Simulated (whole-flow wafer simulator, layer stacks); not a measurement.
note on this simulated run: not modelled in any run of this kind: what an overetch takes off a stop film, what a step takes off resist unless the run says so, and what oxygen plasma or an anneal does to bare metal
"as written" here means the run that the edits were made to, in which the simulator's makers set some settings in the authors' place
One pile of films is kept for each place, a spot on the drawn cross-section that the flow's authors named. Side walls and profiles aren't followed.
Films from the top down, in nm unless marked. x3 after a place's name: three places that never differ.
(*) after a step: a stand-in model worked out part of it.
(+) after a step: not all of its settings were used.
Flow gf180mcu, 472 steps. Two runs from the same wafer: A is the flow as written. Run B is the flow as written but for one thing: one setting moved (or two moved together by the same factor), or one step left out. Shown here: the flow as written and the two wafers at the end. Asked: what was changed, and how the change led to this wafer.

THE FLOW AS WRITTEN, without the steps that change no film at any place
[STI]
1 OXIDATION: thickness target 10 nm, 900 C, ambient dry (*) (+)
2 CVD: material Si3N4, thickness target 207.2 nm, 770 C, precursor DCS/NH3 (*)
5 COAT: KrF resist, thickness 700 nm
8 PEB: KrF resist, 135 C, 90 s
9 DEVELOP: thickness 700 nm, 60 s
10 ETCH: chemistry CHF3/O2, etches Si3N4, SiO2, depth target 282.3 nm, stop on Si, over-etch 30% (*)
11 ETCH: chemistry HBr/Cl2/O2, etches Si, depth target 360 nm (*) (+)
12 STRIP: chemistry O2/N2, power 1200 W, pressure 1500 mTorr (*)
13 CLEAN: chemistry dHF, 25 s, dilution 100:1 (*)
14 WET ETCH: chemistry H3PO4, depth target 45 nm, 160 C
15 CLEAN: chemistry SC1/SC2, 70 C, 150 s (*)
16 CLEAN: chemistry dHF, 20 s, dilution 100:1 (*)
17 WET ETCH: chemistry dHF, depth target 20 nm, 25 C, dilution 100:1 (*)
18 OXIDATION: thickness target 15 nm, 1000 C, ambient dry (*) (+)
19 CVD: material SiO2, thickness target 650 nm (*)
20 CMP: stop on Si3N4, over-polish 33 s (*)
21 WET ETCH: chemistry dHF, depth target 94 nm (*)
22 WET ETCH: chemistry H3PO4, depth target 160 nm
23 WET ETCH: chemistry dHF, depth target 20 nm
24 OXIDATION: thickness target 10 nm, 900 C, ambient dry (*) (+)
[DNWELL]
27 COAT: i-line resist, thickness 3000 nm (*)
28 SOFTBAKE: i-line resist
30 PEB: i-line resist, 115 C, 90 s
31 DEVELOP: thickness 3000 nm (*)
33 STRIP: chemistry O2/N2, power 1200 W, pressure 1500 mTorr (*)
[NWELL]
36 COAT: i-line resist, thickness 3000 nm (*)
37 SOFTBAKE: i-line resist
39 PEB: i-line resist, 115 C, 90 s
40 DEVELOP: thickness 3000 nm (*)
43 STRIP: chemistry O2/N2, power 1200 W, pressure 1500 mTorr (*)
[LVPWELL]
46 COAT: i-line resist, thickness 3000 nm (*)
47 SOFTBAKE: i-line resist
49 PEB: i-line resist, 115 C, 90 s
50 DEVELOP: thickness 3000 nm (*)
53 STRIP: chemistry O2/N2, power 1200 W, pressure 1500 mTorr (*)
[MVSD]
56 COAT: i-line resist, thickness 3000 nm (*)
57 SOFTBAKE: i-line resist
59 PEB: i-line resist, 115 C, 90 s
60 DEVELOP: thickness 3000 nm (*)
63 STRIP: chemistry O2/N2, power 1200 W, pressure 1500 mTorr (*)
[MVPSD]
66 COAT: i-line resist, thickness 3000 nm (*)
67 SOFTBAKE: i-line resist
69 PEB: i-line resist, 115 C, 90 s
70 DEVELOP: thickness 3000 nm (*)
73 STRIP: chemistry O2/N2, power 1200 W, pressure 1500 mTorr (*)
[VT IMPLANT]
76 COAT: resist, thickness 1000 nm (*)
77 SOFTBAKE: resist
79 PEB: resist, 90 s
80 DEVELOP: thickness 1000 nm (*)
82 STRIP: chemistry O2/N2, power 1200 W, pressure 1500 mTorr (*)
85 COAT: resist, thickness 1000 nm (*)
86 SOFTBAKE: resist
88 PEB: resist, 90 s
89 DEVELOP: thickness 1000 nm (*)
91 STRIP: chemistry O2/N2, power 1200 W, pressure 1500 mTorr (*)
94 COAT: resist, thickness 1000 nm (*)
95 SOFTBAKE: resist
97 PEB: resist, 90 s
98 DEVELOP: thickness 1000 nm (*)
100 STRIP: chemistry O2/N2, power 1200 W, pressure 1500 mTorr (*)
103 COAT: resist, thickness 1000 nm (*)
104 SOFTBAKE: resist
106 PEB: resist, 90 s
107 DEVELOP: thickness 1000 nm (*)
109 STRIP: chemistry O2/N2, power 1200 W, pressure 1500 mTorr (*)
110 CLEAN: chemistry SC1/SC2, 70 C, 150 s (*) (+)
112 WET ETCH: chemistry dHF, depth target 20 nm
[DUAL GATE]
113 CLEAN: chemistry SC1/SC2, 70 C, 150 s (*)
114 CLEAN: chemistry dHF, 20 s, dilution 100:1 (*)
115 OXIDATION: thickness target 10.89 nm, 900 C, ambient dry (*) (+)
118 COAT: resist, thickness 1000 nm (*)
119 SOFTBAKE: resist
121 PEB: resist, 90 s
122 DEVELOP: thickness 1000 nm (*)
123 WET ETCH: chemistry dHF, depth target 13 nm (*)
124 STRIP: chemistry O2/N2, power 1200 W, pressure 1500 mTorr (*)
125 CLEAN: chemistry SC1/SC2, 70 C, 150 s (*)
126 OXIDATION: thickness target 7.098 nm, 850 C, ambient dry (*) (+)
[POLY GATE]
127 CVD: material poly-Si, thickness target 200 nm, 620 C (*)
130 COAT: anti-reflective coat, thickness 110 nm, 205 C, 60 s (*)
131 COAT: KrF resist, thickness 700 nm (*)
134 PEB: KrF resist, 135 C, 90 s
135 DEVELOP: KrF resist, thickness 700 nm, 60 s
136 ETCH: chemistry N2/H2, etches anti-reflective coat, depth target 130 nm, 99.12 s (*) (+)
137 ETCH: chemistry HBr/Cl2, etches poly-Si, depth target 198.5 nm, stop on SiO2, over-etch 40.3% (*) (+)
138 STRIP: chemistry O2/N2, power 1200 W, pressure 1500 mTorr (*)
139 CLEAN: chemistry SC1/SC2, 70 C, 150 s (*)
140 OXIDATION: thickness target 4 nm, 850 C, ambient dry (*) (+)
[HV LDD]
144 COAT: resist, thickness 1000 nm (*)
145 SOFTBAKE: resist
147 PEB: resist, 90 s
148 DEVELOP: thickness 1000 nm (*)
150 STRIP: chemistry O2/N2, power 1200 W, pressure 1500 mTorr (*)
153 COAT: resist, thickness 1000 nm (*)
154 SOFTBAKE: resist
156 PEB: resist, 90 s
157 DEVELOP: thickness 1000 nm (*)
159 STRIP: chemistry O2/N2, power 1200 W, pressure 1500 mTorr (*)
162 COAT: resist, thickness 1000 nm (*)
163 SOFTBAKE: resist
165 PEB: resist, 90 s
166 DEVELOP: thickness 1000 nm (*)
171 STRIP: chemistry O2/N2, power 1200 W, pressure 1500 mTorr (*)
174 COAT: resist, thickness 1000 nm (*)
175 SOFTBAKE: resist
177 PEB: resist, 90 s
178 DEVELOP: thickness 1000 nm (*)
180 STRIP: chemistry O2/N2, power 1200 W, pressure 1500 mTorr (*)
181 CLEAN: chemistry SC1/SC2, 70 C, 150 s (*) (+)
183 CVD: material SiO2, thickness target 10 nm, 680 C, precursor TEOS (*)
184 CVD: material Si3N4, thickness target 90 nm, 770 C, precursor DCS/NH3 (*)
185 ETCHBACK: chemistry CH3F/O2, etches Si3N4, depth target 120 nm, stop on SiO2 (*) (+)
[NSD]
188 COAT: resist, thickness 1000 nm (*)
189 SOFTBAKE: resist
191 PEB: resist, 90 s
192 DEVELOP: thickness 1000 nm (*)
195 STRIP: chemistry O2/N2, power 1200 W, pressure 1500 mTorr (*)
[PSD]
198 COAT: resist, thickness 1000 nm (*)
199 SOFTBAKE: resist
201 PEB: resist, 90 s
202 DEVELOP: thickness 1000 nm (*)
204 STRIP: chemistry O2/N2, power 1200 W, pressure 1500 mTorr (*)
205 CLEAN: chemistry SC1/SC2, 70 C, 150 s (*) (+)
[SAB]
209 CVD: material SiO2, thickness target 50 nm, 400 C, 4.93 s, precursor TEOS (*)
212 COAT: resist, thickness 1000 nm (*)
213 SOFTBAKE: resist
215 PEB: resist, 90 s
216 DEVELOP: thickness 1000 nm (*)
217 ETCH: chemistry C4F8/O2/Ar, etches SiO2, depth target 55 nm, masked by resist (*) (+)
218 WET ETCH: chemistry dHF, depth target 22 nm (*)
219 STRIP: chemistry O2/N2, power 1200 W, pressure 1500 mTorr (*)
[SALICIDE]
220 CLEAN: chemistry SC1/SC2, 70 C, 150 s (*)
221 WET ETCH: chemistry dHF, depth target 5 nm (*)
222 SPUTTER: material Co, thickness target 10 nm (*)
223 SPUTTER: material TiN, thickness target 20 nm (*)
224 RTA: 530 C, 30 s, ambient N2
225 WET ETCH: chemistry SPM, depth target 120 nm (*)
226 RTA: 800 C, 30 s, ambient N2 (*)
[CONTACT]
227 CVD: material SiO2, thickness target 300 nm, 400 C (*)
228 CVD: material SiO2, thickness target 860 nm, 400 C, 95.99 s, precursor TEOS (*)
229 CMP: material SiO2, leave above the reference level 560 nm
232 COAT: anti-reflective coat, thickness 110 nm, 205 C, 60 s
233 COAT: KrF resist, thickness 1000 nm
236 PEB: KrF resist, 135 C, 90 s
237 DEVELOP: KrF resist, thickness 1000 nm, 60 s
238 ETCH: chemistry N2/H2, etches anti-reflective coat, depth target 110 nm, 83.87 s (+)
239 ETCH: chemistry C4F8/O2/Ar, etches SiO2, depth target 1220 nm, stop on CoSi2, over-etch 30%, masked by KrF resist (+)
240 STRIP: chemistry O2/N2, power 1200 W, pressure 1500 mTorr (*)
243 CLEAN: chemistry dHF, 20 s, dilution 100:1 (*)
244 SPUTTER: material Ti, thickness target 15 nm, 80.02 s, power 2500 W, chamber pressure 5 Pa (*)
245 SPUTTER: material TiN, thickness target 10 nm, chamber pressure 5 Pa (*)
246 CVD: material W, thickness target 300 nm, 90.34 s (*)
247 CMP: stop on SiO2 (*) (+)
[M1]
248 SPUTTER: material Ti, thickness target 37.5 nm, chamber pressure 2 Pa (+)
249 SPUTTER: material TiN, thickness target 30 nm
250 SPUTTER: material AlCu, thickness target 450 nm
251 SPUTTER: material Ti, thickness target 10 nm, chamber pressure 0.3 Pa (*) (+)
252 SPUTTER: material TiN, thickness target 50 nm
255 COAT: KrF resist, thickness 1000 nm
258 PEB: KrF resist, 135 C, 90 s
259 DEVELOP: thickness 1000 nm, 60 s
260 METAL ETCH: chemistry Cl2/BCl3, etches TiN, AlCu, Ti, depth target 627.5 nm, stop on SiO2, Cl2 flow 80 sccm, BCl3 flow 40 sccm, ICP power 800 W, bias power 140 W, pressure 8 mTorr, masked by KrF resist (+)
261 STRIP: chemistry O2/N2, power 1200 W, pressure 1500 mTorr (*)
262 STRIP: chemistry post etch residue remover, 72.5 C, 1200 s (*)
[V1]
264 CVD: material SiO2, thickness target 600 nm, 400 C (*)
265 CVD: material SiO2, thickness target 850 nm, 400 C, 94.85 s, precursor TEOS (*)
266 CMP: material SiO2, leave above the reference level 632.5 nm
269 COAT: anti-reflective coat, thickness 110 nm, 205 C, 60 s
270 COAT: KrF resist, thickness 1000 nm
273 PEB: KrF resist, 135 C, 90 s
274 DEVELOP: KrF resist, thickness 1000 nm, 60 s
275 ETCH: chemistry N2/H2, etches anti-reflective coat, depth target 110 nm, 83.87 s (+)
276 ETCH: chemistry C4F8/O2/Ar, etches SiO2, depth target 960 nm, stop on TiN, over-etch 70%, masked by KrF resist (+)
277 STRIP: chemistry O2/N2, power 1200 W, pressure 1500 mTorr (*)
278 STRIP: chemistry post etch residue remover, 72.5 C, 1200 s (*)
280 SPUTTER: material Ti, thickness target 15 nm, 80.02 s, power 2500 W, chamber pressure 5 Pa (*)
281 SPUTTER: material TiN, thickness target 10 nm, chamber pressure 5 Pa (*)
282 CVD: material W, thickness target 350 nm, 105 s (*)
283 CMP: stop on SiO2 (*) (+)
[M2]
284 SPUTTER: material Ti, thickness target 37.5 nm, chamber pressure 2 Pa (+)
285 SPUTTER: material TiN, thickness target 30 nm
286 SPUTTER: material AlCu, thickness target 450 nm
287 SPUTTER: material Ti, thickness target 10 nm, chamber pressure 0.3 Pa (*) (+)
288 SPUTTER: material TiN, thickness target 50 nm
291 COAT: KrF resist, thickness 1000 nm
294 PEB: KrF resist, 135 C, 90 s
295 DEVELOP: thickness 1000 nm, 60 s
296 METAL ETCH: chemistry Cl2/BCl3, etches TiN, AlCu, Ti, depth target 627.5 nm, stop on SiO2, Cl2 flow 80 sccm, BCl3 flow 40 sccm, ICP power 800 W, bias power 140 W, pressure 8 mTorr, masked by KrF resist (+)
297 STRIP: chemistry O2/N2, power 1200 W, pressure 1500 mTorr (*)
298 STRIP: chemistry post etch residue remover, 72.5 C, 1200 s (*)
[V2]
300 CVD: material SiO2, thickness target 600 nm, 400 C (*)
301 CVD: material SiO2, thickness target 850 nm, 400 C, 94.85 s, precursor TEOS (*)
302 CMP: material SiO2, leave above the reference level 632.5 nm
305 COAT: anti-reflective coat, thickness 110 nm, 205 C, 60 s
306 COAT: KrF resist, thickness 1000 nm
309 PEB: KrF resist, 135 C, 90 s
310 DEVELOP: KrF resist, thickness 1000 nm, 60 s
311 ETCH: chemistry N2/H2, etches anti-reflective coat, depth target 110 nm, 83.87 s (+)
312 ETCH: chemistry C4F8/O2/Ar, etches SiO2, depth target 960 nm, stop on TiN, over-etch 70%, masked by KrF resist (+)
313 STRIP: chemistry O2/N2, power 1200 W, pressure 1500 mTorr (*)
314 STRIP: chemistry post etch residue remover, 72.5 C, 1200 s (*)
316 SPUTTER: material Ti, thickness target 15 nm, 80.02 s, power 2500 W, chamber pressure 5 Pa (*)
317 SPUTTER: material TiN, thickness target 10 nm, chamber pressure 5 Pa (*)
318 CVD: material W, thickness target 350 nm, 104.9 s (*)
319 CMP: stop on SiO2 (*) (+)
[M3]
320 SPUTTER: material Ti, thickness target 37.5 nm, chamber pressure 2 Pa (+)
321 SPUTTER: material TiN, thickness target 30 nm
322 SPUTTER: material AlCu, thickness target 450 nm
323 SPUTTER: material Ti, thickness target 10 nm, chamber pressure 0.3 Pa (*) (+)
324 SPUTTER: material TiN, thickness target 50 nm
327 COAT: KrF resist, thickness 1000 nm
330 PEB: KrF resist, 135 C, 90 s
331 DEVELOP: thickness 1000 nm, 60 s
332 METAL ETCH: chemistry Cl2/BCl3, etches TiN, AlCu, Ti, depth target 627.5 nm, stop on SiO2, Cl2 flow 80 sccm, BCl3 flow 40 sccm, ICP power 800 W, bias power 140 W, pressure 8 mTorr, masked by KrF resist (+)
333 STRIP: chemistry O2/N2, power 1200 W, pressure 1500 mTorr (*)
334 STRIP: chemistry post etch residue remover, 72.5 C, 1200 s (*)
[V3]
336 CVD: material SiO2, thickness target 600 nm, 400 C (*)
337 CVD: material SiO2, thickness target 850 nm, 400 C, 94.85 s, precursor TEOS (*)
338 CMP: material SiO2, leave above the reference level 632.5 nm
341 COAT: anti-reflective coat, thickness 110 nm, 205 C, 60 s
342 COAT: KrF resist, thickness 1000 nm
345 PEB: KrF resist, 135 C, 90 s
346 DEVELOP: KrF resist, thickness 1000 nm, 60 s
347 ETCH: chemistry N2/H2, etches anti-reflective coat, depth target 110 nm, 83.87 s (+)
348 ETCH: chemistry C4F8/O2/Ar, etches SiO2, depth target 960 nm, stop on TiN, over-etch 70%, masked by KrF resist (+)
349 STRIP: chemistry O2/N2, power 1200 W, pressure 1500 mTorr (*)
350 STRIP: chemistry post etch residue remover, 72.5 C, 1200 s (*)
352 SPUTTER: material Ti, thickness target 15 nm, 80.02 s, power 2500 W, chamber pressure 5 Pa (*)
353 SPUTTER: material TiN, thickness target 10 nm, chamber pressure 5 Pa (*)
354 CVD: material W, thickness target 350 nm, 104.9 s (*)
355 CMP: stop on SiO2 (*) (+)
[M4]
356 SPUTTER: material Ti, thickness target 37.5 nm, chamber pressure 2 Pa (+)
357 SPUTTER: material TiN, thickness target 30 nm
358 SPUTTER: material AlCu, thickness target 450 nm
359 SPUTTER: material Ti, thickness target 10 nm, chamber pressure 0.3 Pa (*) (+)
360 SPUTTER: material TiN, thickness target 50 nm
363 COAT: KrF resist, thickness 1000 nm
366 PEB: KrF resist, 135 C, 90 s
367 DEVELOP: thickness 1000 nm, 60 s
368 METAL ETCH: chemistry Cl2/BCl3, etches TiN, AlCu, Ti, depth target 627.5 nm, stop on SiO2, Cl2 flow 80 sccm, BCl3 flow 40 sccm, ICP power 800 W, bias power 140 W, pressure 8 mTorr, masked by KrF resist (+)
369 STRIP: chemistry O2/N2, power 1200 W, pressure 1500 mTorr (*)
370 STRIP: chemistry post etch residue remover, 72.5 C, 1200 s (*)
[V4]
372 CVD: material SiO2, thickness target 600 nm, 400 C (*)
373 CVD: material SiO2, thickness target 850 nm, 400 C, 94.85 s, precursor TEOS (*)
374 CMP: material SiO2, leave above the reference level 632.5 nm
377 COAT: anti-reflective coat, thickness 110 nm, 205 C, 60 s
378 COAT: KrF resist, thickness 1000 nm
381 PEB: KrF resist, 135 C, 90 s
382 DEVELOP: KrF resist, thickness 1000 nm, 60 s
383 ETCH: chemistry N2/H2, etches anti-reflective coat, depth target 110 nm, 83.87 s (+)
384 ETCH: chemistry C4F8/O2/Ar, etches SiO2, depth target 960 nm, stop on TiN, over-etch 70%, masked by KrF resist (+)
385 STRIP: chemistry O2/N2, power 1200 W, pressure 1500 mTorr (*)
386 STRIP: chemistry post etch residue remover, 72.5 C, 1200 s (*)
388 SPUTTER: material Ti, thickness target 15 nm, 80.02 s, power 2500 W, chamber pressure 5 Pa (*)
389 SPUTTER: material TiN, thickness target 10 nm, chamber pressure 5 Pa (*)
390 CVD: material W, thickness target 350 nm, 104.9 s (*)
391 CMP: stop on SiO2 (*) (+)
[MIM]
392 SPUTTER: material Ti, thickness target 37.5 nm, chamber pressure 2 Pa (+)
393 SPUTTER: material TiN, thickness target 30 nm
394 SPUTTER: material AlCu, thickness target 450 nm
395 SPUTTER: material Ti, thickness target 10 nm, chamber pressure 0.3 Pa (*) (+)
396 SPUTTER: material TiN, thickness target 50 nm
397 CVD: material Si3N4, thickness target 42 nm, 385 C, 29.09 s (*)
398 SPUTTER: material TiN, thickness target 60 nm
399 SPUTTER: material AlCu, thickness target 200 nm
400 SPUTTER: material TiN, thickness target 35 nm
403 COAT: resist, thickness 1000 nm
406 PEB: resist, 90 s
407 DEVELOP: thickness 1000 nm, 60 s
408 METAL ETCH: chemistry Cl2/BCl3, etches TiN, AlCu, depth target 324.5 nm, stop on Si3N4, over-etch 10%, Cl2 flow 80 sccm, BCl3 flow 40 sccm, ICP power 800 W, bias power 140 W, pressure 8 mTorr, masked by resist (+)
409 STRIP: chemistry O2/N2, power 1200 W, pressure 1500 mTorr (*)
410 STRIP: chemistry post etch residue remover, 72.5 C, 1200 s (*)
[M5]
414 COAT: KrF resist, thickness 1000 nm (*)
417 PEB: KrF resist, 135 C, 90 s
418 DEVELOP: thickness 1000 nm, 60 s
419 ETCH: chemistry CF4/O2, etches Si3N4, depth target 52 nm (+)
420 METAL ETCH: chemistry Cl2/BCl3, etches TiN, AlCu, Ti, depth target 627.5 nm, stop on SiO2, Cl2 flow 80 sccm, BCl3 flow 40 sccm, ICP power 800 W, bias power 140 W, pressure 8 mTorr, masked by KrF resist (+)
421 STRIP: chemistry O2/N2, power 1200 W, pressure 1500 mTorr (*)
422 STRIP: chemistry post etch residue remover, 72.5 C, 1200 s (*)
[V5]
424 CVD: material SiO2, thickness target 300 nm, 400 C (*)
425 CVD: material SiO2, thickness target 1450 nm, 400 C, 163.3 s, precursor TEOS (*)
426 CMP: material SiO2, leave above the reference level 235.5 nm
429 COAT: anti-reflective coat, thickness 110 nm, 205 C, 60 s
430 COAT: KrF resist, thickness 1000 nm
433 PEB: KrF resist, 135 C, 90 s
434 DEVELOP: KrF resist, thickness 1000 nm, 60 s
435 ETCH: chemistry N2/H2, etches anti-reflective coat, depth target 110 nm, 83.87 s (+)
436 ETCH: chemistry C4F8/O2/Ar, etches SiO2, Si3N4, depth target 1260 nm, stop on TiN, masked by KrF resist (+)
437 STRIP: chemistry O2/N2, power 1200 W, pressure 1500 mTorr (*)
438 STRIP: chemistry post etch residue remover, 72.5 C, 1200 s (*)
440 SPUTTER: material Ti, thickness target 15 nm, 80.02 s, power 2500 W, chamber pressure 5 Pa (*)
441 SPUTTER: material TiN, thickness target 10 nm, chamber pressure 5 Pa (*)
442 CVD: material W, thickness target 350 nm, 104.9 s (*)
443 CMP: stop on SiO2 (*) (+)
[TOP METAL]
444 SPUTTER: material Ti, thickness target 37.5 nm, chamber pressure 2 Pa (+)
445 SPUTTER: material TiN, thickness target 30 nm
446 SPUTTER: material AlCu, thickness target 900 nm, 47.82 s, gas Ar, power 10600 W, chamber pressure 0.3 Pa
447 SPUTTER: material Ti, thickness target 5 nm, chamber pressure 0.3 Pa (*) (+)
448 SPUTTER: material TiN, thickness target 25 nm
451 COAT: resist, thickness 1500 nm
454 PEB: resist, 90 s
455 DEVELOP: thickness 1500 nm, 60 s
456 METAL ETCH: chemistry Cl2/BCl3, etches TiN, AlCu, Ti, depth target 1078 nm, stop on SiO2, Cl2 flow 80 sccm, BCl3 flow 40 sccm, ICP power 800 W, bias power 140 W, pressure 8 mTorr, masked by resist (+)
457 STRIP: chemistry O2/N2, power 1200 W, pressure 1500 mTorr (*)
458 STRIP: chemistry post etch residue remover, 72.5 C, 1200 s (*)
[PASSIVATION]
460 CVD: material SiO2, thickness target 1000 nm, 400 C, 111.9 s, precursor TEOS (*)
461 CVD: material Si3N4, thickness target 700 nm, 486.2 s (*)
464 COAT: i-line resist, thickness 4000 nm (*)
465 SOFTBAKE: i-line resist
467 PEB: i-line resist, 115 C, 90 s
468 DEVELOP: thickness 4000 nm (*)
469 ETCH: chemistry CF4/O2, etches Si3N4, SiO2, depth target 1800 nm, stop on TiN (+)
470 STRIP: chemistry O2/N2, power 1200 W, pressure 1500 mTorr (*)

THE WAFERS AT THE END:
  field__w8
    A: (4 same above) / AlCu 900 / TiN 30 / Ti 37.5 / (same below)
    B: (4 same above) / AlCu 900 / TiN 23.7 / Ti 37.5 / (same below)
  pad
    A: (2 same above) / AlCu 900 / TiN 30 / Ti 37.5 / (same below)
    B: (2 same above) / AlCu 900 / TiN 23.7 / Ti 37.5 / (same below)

The cause: step 445, SPUTTER: thickness target 23.7 nm was run, where the flow has thickness target 30 nm.
It can be read off the wafer: field__w8 has TiN 23.7, and step 445 as written asks for 30 nm.

How the change led to this, step by step:
  445 SPUTTER: material TiN, thickness target 30 nm
      field, field__w1, field__w2 and 109 more: A TiN +30 (new film) | B TiN +23.7 (new film)
  456 METAL ETCH: chemistry Cl2/BCl3, etches TiN, AlCu, Ti, depth target 1078 nm, stop on SiO2, Cl2 flow 80 sccm, BCl3 flow 40 sccm, ICP power 800 W, bias power 140 W, pressure 8 mTorr, masked by resist (+)
      field, field__w1, field__w2 and 103 more: A TiN -25 (all of it), Ti -5 (all of it), AlCu -900 (all of it), TiN -30 (all of it), Ti -37.5 (all of it) | B TiN -25 (all of it), Ti -5 (all of it), AlCu -900 (all of it), TiN -23.7 (all of it), Ti -37.5 (all of it)
